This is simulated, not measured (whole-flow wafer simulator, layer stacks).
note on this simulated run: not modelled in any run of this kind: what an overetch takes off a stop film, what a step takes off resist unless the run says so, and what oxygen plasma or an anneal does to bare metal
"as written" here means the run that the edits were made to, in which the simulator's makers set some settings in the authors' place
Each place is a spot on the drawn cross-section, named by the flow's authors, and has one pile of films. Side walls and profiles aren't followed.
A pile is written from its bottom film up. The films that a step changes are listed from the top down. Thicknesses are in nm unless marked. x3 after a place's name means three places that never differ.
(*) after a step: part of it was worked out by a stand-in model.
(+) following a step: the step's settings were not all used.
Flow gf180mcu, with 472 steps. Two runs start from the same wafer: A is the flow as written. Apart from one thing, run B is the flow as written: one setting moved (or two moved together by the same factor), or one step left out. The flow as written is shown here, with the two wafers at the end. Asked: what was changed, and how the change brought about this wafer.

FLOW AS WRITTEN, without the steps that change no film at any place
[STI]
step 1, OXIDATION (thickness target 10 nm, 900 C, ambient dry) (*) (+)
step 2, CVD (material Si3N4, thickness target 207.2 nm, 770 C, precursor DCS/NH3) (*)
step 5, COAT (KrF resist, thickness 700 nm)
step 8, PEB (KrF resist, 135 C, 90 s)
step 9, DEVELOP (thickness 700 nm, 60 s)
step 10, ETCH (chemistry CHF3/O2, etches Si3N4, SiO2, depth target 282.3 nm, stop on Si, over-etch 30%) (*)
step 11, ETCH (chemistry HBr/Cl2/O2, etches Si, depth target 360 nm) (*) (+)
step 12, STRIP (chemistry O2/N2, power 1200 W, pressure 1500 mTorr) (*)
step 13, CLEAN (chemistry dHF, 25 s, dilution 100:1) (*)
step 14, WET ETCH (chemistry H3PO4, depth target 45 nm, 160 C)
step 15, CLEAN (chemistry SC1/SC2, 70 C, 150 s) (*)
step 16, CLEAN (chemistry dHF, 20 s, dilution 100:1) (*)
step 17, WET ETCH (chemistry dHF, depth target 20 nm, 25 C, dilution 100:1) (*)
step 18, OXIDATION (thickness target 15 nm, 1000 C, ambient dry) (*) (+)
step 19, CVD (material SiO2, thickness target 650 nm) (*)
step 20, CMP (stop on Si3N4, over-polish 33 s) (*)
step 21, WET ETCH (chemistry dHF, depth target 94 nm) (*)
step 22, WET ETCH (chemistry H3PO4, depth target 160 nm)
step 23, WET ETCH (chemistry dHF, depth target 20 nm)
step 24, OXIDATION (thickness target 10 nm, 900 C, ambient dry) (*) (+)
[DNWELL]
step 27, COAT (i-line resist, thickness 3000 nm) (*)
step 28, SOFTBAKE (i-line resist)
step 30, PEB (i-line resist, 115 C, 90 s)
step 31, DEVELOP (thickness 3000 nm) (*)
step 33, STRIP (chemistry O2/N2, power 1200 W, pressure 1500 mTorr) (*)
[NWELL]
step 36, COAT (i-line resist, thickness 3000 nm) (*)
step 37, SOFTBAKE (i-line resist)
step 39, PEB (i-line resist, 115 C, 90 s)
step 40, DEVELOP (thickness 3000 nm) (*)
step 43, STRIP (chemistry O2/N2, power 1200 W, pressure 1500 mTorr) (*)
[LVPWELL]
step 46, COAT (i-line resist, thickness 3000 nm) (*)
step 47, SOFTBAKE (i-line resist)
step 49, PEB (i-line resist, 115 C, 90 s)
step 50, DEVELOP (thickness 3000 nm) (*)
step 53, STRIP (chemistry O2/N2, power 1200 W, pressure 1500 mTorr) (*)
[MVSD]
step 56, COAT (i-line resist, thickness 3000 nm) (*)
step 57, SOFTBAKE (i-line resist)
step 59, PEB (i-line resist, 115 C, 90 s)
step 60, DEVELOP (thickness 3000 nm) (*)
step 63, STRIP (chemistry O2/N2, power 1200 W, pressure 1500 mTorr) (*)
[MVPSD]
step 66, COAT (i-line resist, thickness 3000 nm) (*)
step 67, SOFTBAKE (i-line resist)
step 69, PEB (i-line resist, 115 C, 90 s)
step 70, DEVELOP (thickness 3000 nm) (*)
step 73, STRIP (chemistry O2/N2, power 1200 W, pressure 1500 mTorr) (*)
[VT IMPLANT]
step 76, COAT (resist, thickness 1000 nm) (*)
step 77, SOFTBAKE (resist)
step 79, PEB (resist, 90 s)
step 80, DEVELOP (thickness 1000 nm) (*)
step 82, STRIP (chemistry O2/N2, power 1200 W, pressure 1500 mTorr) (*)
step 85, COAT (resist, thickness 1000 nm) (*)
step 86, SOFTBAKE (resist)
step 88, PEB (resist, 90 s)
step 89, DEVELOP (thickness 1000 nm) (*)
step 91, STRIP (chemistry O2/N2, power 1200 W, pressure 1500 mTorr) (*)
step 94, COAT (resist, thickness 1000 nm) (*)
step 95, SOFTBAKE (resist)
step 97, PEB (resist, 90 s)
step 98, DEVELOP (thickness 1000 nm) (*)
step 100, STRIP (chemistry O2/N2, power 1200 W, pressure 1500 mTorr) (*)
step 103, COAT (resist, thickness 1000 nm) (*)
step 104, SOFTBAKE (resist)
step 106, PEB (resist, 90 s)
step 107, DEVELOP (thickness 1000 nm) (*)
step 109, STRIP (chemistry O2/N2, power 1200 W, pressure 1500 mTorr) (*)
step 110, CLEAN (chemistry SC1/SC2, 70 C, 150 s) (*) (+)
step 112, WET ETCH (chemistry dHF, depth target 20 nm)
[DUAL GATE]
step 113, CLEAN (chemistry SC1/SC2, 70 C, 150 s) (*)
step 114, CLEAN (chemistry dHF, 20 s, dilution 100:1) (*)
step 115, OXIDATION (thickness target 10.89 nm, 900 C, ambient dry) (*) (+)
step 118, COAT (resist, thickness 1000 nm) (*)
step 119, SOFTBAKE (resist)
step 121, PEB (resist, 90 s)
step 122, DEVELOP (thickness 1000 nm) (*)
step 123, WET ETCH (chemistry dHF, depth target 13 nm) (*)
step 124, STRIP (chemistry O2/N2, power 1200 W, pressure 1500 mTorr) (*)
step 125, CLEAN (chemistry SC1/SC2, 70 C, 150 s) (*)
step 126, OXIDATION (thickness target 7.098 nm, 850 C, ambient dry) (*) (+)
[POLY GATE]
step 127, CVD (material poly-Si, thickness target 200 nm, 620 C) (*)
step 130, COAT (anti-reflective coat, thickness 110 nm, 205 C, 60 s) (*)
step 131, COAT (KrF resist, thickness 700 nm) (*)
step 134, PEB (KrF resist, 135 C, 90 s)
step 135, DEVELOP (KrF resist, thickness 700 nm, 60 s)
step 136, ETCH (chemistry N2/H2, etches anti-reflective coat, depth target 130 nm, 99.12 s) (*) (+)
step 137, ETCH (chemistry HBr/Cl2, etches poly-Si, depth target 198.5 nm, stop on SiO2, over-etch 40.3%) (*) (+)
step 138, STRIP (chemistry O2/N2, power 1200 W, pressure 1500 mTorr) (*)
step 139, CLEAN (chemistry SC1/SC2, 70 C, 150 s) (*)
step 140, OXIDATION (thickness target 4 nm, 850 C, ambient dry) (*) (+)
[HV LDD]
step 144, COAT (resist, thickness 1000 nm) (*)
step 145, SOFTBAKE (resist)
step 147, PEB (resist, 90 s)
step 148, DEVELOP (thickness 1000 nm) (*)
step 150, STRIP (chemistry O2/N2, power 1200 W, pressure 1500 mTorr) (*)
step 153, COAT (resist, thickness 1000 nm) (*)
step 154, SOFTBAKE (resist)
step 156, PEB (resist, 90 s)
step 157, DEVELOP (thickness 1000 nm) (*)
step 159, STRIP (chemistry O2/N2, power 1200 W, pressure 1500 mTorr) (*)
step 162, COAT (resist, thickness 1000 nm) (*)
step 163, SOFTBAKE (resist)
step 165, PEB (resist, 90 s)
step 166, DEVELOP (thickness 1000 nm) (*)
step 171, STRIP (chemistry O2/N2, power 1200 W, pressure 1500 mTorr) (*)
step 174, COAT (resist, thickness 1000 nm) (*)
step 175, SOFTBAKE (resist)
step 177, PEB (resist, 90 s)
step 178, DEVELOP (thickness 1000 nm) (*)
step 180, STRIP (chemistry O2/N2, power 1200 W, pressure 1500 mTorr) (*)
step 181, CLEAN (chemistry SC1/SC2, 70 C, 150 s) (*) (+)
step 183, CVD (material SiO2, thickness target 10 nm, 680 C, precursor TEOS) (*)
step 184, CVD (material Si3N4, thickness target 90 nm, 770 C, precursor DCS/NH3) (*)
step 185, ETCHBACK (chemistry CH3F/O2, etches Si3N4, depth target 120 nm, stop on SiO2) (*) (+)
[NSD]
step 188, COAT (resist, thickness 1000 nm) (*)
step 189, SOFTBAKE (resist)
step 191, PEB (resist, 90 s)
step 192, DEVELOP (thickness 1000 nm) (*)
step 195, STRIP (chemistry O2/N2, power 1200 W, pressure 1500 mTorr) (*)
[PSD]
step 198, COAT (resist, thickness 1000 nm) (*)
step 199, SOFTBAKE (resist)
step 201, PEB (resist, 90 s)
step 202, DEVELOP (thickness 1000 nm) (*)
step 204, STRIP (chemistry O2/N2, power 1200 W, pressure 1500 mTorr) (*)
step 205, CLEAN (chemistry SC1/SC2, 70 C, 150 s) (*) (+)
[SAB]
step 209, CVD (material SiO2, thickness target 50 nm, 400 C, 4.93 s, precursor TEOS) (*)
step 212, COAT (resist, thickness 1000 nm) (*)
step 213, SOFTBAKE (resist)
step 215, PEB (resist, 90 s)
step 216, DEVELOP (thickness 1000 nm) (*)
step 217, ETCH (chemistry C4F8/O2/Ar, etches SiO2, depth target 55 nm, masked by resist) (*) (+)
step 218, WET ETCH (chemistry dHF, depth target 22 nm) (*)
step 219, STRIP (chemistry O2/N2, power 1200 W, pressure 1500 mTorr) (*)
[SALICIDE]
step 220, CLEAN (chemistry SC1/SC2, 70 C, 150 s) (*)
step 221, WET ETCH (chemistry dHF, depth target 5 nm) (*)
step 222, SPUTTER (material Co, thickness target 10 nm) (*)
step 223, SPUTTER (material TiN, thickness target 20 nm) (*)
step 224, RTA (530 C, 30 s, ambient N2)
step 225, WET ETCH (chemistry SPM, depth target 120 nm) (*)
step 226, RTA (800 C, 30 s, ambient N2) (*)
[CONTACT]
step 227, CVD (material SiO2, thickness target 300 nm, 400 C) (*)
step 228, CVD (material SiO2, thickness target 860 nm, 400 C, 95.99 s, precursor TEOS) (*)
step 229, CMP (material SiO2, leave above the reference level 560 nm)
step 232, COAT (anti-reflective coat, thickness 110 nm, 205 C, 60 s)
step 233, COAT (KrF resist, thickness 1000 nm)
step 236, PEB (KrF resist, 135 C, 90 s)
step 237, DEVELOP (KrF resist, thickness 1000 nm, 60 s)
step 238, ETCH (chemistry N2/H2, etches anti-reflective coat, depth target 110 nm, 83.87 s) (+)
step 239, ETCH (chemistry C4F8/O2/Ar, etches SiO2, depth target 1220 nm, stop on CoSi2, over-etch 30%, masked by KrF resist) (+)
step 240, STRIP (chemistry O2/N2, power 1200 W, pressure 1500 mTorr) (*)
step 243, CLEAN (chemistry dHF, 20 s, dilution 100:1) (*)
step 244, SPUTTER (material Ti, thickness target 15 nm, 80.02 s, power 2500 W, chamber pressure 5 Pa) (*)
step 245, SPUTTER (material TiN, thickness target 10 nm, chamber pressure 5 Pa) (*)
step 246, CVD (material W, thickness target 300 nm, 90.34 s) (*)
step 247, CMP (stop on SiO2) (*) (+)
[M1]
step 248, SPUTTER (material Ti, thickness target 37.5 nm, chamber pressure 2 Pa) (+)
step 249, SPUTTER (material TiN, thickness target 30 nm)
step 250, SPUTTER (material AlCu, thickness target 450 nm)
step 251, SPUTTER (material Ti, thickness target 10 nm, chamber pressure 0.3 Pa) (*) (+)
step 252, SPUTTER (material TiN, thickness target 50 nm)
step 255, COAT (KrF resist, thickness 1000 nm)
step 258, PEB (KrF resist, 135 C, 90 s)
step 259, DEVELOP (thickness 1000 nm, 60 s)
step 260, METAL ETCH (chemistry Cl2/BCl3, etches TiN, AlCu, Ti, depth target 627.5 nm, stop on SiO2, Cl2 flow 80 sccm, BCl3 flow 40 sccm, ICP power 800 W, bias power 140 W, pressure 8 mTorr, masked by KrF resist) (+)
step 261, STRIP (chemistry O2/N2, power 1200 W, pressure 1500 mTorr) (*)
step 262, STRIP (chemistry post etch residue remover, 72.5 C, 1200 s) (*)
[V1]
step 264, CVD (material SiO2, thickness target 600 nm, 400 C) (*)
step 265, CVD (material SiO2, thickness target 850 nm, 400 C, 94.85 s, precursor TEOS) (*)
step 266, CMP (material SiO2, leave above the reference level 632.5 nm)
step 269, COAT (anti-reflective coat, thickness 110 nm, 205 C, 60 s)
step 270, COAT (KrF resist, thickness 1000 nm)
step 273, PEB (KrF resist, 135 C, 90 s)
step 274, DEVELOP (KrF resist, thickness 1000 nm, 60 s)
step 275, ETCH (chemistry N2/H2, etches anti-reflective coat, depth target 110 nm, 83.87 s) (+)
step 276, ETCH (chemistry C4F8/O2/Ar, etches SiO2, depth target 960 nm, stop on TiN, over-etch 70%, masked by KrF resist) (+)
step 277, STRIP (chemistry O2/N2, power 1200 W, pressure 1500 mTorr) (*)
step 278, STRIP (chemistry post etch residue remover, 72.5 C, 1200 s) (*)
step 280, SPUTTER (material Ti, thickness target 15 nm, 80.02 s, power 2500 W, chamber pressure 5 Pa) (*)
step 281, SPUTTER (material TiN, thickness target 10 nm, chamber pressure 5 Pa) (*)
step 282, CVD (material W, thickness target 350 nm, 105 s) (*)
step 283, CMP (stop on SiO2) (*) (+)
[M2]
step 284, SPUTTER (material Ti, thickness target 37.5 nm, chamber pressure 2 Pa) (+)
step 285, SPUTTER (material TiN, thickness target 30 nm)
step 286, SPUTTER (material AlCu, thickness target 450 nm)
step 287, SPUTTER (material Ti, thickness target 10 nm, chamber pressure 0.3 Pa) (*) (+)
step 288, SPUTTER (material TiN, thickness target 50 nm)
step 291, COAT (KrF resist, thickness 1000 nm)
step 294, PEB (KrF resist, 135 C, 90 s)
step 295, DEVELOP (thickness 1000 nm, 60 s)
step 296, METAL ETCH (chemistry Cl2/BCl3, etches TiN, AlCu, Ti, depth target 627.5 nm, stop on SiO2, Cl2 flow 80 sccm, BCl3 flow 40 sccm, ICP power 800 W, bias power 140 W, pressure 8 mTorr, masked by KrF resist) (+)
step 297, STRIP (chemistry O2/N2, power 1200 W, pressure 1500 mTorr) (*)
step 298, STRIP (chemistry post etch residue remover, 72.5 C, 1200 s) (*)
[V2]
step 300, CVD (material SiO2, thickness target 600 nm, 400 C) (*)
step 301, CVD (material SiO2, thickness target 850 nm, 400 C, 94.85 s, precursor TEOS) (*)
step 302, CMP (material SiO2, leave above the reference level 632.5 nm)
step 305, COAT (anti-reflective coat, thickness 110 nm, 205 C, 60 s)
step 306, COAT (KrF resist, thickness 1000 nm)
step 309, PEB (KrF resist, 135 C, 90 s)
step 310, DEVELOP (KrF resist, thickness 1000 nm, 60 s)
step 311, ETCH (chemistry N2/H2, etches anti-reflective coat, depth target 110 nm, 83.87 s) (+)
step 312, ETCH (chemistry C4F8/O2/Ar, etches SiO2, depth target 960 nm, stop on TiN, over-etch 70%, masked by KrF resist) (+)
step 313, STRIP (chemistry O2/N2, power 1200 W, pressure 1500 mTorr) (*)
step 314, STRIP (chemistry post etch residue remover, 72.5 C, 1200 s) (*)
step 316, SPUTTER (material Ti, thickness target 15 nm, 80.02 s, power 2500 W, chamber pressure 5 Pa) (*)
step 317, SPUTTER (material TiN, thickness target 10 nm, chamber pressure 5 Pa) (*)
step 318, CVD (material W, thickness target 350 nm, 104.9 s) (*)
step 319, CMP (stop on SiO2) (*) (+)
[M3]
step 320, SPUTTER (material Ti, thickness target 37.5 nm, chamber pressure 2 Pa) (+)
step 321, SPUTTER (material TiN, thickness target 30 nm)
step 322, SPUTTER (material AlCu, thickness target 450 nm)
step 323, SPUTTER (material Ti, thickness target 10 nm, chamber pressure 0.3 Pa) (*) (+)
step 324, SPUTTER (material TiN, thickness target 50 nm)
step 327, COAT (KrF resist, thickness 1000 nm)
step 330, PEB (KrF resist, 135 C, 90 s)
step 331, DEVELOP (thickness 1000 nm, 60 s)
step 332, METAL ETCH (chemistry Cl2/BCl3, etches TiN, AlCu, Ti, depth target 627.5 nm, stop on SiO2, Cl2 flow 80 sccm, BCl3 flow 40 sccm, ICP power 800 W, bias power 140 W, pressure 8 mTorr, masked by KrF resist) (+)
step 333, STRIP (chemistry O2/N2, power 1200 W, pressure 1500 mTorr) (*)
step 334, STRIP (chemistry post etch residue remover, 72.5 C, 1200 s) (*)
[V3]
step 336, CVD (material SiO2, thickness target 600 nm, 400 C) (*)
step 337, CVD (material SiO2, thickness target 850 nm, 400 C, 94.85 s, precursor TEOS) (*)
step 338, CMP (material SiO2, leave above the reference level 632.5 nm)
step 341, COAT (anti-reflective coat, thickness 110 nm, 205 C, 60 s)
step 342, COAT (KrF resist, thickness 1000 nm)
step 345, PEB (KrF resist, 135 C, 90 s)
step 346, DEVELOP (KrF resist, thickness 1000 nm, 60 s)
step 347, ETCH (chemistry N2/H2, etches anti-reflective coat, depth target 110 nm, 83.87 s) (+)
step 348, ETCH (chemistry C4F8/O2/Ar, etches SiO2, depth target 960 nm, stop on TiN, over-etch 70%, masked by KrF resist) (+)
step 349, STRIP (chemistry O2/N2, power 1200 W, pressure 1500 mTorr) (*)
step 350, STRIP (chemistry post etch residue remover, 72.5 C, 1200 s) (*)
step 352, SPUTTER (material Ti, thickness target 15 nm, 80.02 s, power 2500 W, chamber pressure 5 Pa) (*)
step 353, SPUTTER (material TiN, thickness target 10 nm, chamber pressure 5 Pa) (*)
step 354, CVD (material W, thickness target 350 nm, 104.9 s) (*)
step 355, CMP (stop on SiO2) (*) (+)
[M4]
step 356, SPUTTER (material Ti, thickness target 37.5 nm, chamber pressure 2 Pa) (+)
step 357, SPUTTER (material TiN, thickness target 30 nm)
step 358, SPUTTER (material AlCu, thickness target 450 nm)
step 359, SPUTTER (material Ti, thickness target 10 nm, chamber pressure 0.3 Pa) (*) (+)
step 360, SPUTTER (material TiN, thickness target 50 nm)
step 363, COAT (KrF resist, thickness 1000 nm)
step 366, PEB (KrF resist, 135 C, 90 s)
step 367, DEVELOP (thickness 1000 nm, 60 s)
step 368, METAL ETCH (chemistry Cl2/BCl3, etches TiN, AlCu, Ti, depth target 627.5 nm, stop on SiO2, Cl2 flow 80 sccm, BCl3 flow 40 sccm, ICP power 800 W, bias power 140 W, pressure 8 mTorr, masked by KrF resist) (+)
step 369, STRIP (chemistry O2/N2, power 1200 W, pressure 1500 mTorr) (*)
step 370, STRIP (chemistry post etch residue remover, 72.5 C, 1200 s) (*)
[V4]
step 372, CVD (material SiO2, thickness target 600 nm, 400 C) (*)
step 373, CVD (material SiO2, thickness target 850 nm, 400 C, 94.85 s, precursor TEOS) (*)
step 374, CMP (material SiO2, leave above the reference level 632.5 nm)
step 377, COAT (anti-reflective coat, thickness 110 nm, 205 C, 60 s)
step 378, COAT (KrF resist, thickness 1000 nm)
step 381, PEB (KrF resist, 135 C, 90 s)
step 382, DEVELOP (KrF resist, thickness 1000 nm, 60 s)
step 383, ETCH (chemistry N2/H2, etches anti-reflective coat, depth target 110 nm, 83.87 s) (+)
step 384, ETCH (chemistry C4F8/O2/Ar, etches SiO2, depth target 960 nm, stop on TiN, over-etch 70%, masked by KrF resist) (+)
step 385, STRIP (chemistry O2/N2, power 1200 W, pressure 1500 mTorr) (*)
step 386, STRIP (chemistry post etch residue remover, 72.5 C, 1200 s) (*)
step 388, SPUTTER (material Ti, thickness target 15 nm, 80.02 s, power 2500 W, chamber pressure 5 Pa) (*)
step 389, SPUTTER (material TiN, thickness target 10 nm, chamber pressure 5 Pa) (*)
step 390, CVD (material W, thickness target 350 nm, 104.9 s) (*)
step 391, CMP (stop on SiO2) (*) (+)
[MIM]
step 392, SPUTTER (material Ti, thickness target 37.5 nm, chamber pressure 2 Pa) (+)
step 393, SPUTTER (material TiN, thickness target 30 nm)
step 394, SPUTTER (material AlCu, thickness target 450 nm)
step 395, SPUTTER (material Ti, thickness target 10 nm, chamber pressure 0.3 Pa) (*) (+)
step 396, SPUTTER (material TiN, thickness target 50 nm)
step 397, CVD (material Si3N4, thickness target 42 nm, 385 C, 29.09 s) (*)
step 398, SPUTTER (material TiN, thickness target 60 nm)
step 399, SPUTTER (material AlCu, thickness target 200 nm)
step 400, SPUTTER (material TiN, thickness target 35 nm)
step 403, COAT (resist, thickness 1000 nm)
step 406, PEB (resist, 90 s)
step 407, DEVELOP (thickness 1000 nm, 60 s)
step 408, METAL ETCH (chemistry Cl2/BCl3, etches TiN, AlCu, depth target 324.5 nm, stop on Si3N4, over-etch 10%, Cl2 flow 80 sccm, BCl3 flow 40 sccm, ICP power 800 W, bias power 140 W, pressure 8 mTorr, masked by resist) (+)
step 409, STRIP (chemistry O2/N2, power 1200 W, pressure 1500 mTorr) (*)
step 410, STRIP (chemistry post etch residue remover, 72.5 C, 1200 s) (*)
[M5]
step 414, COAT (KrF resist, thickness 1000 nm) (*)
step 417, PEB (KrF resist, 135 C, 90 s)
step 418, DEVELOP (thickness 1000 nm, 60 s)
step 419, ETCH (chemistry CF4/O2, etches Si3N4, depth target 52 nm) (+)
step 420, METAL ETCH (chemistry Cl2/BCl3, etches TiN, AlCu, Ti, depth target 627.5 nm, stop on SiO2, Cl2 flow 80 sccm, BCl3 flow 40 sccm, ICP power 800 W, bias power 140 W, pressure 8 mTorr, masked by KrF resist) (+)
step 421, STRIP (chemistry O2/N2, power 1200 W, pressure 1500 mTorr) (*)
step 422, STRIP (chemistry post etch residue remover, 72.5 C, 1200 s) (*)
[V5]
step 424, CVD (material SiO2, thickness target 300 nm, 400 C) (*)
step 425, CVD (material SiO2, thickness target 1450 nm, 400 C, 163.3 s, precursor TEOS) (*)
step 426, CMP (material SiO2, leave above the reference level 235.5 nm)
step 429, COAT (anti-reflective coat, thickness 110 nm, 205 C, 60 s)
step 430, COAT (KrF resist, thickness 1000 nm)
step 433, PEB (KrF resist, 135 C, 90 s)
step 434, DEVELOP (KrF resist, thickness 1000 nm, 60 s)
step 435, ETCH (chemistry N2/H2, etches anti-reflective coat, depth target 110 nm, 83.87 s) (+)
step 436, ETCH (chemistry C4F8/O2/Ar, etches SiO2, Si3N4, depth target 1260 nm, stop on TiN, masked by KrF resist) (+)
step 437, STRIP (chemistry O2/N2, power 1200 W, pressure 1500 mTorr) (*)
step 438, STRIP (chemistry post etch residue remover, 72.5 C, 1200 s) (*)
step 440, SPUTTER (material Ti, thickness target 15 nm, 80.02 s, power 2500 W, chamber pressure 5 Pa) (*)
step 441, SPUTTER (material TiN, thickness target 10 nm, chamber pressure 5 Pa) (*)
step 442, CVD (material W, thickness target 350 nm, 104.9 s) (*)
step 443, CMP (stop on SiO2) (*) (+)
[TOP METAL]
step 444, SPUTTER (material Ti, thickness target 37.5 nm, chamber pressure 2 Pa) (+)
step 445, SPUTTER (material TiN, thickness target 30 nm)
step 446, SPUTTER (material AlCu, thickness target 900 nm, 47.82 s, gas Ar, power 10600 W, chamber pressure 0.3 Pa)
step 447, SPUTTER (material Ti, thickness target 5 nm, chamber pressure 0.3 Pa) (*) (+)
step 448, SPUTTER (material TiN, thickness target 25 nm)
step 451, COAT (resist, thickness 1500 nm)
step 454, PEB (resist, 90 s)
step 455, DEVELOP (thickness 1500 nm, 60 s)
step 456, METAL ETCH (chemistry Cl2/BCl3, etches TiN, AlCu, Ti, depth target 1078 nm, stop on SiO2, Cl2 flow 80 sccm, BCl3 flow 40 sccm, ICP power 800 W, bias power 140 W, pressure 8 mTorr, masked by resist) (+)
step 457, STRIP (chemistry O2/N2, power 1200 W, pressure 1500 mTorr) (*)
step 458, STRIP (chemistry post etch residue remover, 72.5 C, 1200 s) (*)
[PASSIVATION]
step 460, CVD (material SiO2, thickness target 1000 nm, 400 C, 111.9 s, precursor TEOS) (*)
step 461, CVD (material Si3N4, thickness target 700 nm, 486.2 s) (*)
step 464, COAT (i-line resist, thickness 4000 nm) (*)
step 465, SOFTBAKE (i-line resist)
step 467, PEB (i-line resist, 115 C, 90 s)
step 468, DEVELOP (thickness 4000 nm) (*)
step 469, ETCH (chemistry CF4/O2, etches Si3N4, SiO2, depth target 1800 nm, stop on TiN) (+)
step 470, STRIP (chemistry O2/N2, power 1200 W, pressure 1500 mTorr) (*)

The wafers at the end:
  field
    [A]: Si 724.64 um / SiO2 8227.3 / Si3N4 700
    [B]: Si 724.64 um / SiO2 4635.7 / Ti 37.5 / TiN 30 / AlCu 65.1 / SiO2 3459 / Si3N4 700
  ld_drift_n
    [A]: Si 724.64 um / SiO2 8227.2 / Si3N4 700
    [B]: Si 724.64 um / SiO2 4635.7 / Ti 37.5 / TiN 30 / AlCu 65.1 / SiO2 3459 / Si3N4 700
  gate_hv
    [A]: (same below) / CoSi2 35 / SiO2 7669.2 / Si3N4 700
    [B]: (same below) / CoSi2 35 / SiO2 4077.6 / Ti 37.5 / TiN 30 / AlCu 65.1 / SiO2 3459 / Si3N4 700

The reason: step 368, METAL ETCH: depth target 439.2 nm was run, though the flow has depth target 627.5 nm.

How this came from the change, step by step:
  step 368, METAL ETCH (chemistry Cl2/BCl3, etches TiN, AlCu, Ti, depth target 627.5 nm, stop on SiO2, Cl2 flow 80 sccm, BCl3 flow 40 sccm, ICP power 800 W, bias power 140 W, pressure 8 mTorr, masked by KrF resist) (+)
      field, field__w1, field__w2 and 103 more: A -50 TiN (all of it), -10 Ti (all of it), -450 AlCu (all of it), -30 TiN (all of it), -37.5 Ti (all of it) | B -50 TiN (all of it), -10 Ti (all of it), -379.2 AlCu
      field__w8, contact, m1, m1__w1, m1_nw: A -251 KrF resist | B -175.7 KrF resist
  step 369, STRIP (chemistry O2/N2, power 1200 W, pressure 1500 mTorr) (*)
      field__w8, contact, m1, m1__w1, m1_nw: A -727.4 KrF resist (all of it) | B -802.7 KrF resist (all of it)
  step 370, STRIP (chemistry post etch residue remover, 72.5 C, 1200 s) (*)
      field, field__w1, field__w2 and 103 more: A nothing | B -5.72 AlCu
  step 372, CVD (material SiO2, thickness target 600 nm, 400 C) (*)
      field, field__w1, field__w2 and 103 more: A +600 SiO2 | B +600 SiO2 (new film)
  step 374, CMP (material SiO2, leave above the reference level 632.5 nm)
      field, field__w1, field__w2 and 103 more: A -300 SiO2 | B -432.6 SiO2
Taking metal films that touch as one body, field has 1 body; the flow as written gives 0 bodies.
Taking metal films that touch as one body, ld_drift_n has 1 body; the flow as written gives 0 bodies.
Taking metal films that touch as one body, gate_hv has 2 bodies (between them, from the top down: SiO2 4077.6); the flow as written gives 1 body.
